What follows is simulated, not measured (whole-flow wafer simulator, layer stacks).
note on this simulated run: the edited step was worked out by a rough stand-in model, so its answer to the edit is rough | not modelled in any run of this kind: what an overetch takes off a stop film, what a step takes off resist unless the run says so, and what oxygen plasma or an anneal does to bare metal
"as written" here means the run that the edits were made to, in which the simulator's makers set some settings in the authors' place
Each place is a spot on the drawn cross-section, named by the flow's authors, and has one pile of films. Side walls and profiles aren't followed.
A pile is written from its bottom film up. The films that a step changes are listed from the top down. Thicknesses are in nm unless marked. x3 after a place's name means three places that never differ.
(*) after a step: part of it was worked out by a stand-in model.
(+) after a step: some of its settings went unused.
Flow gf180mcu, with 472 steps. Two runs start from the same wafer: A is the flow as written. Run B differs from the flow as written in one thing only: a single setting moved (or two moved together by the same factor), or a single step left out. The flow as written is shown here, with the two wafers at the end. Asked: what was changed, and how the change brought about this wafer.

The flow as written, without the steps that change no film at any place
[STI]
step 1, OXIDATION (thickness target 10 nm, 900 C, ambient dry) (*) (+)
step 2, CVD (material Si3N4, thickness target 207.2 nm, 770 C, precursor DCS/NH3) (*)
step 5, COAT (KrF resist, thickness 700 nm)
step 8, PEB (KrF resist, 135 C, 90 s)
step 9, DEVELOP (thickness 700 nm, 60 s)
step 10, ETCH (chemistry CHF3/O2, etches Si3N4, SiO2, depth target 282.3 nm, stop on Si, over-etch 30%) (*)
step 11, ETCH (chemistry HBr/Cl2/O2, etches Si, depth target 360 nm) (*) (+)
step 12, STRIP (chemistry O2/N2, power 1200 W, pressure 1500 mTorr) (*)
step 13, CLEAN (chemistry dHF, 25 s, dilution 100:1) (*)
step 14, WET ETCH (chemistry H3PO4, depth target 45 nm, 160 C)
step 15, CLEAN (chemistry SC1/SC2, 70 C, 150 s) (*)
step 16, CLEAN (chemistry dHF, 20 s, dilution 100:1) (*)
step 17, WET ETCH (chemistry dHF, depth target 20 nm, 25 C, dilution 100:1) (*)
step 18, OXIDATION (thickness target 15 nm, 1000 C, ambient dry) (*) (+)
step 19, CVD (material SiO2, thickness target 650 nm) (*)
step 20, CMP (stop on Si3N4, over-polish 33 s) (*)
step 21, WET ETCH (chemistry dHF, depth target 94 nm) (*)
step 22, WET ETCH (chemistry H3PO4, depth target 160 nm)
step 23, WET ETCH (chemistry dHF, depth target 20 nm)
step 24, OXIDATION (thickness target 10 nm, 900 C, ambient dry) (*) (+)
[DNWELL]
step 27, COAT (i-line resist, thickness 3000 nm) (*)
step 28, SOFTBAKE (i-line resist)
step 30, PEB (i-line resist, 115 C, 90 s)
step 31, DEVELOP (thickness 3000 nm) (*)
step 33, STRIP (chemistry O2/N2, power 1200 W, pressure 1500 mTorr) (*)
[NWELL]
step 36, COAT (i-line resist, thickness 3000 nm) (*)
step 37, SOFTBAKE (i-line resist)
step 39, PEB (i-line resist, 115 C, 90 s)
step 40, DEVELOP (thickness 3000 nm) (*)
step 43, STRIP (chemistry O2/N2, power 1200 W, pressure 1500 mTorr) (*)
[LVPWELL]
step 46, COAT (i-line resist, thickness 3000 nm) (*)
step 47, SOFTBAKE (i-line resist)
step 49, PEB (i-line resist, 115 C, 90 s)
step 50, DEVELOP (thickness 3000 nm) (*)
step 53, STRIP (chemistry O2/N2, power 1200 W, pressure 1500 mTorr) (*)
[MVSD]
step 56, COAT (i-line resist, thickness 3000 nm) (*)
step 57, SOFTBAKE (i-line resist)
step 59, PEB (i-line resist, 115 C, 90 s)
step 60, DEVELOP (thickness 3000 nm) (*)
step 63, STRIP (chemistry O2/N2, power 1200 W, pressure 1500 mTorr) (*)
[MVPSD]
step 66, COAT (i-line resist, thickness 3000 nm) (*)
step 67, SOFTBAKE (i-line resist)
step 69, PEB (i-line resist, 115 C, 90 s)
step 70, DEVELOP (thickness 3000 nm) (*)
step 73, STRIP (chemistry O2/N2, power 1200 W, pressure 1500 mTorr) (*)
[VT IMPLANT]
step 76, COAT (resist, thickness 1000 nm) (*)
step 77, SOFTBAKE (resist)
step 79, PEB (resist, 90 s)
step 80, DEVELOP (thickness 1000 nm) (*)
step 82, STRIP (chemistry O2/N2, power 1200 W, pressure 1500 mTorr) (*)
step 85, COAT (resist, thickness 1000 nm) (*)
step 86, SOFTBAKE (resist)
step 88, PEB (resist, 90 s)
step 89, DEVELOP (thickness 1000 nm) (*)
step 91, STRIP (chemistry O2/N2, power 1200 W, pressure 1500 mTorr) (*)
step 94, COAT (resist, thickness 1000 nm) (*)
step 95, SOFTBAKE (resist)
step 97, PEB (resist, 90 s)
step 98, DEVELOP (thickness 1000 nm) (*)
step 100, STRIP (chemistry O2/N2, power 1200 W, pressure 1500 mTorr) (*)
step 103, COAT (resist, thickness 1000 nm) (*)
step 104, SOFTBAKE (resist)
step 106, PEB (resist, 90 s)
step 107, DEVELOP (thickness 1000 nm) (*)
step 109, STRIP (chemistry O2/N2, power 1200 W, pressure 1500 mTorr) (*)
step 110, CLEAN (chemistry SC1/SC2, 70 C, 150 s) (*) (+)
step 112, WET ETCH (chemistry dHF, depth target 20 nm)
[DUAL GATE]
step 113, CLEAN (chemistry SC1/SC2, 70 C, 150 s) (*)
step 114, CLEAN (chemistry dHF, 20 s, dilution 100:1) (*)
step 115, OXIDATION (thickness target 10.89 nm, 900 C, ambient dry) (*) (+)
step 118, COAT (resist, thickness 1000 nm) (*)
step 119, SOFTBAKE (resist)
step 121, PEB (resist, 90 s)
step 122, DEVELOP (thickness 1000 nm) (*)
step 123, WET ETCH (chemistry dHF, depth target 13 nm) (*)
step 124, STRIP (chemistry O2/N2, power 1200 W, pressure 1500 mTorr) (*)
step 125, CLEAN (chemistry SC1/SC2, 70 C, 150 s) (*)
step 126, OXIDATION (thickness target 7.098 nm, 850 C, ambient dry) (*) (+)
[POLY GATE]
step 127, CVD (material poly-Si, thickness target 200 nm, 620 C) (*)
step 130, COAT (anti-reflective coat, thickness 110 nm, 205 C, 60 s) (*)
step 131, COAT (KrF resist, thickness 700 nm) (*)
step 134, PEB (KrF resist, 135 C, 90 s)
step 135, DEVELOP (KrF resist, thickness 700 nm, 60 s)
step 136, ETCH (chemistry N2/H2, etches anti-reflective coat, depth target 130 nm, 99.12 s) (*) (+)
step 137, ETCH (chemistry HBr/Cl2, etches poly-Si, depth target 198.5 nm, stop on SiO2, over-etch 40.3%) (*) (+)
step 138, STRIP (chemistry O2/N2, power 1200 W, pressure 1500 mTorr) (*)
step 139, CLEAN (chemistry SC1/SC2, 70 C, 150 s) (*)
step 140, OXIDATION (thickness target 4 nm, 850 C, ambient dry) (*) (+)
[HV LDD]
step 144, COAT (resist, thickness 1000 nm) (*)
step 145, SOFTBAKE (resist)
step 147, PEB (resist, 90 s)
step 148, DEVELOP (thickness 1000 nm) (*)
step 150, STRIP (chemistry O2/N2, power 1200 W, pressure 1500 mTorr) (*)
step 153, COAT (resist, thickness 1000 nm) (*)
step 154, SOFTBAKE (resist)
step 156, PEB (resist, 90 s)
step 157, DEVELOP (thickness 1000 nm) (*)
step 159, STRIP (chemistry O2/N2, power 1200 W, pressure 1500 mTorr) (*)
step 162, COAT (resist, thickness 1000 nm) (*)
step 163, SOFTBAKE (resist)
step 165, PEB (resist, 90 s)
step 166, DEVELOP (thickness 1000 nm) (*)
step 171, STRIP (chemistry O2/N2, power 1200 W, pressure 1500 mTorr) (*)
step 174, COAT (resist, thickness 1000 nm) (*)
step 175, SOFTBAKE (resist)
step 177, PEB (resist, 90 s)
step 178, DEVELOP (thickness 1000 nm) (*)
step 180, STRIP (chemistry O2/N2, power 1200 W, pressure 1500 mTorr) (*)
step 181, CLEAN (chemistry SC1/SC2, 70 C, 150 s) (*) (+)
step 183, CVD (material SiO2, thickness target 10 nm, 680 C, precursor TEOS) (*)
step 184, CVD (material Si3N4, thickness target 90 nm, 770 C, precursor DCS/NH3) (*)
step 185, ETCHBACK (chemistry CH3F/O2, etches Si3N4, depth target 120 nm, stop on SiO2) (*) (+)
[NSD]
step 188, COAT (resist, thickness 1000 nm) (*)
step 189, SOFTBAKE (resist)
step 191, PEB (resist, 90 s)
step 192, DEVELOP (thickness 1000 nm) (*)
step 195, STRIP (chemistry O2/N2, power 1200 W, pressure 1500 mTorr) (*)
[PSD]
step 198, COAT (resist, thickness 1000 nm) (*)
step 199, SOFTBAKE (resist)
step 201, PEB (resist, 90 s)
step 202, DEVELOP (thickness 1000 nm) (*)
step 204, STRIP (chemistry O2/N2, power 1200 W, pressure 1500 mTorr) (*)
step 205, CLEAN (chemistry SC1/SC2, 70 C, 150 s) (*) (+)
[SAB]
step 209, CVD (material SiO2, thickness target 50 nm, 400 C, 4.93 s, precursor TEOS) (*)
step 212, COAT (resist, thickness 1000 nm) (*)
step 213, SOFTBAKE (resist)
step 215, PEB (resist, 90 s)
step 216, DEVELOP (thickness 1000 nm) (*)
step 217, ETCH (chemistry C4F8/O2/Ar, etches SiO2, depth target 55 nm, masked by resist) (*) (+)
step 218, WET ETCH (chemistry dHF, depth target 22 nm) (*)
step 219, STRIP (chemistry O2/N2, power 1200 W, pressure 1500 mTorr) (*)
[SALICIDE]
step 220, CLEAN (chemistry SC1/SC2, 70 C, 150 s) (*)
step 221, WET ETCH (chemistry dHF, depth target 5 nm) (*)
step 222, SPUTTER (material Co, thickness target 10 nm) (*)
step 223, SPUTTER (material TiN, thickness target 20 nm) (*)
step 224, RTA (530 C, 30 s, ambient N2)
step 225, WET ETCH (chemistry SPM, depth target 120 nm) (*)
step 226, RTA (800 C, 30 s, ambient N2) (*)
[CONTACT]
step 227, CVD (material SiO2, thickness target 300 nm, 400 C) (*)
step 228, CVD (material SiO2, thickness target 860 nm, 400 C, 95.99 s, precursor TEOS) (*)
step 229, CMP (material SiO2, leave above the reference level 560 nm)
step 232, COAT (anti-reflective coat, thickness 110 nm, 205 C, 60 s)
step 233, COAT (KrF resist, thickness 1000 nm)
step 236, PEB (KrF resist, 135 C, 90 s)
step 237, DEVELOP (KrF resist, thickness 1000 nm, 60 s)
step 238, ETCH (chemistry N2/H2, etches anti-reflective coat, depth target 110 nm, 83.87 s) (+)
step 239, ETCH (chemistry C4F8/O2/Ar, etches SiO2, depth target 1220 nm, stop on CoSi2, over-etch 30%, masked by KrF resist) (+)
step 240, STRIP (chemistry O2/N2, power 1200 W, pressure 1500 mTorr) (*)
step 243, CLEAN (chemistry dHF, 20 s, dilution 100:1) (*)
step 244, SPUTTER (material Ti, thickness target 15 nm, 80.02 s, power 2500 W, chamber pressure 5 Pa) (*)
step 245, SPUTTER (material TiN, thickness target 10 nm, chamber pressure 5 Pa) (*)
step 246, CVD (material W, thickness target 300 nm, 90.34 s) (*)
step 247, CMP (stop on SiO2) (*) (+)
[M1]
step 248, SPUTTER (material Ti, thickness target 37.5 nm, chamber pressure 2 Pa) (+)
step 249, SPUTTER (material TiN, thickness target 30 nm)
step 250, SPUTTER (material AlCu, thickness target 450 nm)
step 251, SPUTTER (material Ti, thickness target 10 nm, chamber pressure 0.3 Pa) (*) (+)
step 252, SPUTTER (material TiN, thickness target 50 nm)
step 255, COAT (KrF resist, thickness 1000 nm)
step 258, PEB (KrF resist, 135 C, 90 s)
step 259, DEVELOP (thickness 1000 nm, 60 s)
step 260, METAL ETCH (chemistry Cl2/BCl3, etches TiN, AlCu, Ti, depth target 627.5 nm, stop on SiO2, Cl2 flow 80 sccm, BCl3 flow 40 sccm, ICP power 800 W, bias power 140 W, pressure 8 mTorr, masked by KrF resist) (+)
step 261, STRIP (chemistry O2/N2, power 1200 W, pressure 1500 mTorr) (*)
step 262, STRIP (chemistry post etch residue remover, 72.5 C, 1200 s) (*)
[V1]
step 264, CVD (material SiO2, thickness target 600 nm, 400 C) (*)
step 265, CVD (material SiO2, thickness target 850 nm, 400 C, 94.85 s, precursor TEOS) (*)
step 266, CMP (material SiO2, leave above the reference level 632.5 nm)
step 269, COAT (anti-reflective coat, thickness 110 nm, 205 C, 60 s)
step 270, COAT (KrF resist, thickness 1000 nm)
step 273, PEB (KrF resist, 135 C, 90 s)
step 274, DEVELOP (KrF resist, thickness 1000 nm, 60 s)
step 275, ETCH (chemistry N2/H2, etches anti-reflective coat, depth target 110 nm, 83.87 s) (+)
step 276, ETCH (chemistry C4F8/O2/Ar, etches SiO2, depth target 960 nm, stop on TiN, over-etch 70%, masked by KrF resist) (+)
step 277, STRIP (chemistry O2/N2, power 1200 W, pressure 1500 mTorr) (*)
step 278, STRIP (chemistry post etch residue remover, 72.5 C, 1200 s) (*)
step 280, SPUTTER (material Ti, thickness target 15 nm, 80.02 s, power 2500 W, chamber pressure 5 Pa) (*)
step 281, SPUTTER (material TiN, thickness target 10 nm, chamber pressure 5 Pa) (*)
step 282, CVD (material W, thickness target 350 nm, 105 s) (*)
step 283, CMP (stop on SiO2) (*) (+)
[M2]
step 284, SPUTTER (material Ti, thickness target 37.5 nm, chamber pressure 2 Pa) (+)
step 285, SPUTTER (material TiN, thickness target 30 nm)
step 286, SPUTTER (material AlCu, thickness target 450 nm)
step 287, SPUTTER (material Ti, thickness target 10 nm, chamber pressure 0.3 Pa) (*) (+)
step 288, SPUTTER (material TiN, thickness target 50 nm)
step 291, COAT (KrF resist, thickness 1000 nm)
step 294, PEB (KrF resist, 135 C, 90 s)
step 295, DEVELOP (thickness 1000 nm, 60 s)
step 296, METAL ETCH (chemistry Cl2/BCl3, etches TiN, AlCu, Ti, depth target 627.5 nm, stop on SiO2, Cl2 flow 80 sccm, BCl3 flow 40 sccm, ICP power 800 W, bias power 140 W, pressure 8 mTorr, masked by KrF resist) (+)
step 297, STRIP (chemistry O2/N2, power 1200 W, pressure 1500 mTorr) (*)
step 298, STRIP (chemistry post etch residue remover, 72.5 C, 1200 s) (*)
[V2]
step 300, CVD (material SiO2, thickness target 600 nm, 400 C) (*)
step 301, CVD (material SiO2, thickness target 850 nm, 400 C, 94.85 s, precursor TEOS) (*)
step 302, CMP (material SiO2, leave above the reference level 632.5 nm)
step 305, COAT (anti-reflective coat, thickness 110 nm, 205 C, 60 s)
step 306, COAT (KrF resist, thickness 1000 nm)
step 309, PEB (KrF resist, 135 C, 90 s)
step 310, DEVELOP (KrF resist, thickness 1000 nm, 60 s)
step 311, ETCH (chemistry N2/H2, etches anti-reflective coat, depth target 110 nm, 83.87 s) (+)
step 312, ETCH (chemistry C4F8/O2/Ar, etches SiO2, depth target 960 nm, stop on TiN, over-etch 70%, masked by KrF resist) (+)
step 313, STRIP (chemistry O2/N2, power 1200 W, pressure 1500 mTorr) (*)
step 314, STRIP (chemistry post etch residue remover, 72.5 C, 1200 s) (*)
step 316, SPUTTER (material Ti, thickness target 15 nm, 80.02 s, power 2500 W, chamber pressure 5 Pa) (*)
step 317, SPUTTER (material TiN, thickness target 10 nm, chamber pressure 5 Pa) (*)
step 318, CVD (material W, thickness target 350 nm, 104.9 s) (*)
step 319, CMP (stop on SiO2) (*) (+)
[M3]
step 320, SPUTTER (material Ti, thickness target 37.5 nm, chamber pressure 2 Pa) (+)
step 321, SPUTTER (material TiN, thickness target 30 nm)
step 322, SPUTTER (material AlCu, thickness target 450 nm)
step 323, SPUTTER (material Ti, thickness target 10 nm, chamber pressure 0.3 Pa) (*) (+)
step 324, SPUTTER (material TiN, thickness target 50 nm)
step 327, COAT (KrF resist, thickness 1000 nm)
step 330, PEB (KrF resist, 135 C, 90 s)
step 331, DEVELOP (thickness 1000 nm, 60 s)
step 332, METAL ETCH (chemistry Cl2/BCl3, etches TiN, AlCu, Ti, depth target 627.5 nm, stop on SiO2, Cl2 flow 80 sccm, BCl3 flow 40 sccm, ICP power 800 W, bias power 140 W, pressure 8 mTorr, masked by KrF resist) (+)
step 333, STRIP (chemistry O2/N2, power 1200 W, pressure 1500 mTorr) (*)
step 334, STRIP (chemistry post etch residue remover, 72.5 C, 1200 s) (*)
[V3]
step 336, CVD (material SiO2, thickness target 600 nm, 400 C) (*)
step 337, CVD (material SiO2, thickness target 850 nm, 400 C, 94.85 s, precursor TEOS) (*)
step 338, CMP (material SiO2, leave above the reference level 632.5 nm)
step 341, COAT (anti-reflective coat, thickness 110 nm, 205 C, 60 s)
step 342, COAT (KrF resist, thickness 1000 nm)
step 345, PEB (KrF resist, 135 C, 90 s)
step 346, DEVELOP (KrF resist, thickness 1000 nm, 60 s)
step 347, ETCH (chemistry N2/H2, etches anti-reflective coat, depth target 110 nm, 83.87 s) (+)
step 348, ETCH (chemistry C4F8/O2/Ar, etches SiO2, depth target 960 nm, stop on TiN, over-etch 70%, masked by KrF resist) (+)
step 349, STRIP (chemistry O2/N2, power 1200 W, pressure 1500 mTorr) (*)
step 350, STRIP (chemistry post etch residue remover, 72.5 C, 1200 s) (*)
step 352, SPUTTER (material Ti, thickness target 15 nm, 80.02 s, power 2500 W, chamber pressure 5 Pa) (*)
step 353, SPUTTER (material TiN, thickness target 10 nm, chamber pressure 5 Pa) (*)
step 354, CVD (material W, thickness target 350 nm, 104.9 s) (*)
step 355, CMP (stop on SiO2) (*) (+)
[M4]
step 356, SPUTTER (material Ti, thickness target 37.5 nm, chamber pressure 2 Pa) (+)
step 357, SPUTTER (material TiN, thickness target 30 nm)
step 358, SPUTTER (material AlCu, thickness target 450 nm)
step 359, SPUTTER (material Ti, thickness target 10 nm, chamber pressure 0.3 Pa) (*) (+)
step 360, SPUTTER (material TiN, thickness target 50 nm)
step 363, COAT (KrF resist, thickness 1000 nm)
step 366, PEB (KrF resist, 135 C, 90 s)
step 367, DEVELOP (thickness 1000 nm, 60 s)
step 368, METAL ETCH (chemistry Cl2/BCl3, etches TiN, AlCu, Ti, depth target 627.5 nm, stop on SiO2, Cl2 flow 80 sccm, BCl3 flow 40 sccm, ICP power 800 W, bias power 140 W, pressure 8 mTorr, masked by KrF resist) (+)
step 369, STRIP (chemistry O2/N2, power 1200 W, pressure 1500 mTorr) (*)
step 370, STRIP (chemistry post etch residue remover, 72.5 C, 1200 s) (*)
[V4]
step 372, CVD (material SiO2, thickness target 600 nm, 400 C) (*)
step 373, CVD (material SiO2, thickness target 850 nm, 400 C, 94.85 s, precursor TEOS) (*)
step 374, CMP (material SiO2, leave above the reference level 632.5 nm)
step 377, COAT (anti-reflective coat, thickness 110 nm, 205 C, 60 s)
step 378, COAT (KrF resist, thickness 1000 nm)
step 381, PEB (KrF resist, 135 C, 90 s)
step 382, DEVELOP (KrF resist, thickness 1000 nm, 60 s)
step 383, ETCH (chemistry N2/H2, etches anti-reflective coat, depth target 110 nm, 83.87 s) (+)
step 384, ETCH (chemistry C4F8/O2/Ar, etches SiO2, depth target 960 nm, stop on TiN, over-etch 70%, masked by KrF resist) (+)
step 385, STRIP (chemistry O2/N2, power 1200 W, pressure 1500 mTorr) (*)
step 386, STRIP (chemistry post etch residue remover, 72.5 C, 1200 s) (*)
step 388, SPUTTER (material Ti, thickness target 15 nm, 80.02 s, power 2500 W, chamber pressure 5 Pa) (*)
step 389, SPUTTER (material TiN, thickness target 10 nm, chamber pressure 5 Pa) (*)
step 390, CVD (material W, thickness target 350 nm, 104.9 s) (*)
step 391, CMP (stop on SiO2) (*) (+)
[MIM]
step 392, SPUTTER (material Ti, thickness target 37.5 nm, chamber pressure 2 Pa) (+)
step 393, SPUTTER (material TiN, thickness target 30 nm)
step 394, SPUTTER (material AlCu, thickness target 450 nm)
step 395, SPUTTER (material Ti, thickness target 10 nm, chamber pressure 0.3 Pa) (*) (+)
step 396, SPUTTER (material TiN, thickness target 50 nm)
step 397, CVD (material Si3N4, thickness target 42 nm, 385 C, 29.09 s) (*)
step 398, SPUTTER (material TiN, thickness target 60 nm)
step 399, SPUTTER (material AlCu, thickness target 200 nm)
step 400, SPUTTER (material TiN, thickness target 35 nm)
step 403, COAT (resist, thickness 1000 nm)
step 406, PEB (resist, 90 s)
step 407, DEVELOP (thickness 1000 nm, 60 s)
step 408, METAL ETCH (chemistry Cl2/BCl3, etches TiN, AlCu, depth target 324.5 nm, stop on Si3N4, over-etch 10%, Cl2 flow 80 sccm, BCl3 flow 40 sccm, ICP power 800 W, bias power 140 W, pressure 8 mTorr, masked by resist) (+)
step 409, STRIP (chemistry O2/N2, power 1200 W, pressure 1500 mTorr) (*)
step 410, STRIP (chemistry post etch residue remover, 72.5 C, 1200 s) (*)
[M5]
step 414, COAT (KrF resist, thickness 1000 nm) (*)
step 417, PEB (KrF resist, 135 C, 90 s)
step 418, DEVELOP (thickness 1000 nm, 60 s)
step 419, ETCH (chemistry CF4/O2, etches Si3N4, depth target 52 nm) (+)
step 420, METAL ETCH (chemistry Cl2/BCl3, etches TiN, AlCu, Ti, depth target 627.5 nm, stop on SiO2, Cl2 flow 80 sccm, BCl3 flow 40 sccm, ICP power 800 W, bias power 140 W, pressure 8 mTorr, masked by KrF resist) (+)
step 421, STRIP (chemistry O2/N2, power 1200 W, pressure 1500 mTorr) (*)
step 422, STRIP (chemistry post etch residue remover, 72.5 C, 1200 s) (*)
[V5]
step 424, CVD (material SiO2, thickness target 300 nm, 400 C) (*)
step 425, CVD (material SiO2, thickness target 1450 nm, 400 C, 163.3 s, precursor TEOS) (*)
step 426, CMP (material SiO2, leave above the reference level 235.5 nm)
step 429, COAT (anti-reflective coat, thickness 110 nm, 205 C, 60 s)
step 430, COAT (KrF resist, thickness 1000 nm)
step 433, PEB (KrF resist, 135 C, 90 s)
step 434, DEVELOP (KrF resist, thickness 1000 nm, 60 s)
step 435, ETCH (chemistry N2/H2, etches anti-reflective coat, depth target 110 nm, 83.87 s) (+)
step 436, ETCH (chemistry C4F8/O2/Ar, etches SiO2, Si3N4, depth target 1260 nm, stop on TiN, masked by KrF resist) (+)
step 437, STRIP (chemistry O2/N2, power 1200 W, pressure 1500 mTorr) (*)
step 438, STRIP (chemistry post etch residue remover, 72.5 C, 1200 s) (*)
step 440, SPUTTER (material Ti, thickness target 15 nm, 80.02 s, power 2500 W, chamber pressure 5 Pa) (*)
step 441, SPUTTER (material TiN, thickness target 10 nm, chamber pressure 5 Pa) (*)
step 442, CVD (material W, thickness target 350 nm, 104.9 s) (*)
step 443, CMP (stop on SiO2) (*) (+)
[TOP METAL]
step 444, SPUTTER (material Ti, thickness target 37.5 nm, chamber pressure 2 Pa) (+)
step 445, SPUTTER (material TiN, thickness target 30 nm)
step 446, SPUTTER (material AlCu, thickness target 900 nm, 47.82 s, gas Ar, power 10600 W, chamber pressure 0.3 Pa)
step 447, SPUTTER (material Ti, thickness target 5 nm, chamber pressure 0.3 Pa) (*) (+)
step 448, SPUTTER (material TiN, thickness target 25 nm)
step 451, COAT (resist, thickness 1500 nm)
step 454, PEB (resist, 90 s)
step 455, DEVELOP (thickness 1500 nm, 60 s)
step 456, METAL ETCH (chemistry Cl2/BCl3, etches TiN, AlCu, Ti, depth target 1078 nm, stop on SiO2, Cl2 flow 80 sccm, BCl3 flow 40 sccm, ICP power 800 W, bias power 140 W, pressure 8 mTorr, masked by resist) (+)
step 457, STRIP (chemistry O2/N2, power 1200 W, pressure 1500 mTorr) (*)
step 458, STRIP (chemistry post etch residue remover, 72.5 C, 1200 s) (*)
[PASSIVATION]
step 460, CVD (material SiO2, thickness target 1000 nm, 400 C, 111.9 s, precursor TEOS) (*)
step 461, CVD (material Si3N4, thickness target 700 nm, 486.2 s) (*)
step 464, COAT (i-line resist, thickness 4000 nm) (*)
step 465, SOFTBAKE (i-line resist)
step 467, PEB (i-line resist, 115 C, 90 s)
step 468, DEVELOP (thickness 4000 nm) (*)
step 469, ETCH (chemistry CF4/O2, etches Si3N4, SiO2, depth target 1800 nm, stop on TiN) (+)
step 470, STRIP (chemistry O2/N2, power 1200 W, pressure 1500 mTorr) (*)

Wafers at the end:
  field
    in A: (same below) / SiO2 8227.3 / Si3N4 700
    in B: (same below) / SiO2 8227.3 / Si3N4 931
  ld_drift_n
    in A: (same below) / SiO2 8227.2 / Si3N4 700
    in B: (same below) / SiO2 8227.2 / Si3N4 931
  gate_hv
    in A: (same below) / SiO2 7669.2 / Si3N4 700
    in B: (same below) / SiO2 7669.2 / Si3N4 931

What caused this: step 461, CVD: thickness target 931 nm was run, whereas the flow has thickness target 700 nm; step 469, ETCH: depth target 2390 nm was run, where the flow has depth target 1800 nm.
The wafer lets one read it off: field has Si3N4 931, and step 461 as written asks for 700 nm.

The path from the change to this, step by step:
  step 461, CVD (material Si3N4, thickness target 700 nm, 486.2 s) (*)
      field, field__w1, field__w2 and 109 more: A Si3N4 gains 700 (new film) | B Si3N4 gains 931 (new film)
  step 465, SOFTBAKE (i-line resist)
      field__w5, field__w9: A i-line resist gains 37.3 | B i-line resist gains 38.3
      field__w13, nw_enc_fld_lv__w4: A i-line resist gains 37.9 | B i-line resist gains 38.9
      (and at 38 other places as well)
  step 469, ETCH (chemistry CF4/O2, etches Si3N4, SiO2, depth target 1800 nm, stop on TiN) (+)
      field, field__w1, field__w2 and 108 more: A i-line resist loses 1200 | B i-line resist loses 1593.3
      pad: A Si3N4 loses 700 (all of it), SiO2 loses 1000 (all of it) | B Si3N4 loses 931 (all of it), SiO2 loses 1000 (all of it)
  step 470, STRIP (chemistry O2/N2, power 1200 W, pressure 1500 mTorr) (*)
      iso_ptap_pw, iso_ntap_nw, iso_nw_fld and 33 more: A i-line resist loses 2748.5 (all of it) | B i-line resist loses 2355.1 (all of it)
      p_well, sti, spacer, sd_n, mim_1p0, dice_street: A i-line resist loses 2754.7 (all of it) | B i-line resist loses 2361.5 (all of it)
      (and at 69 other places as well)
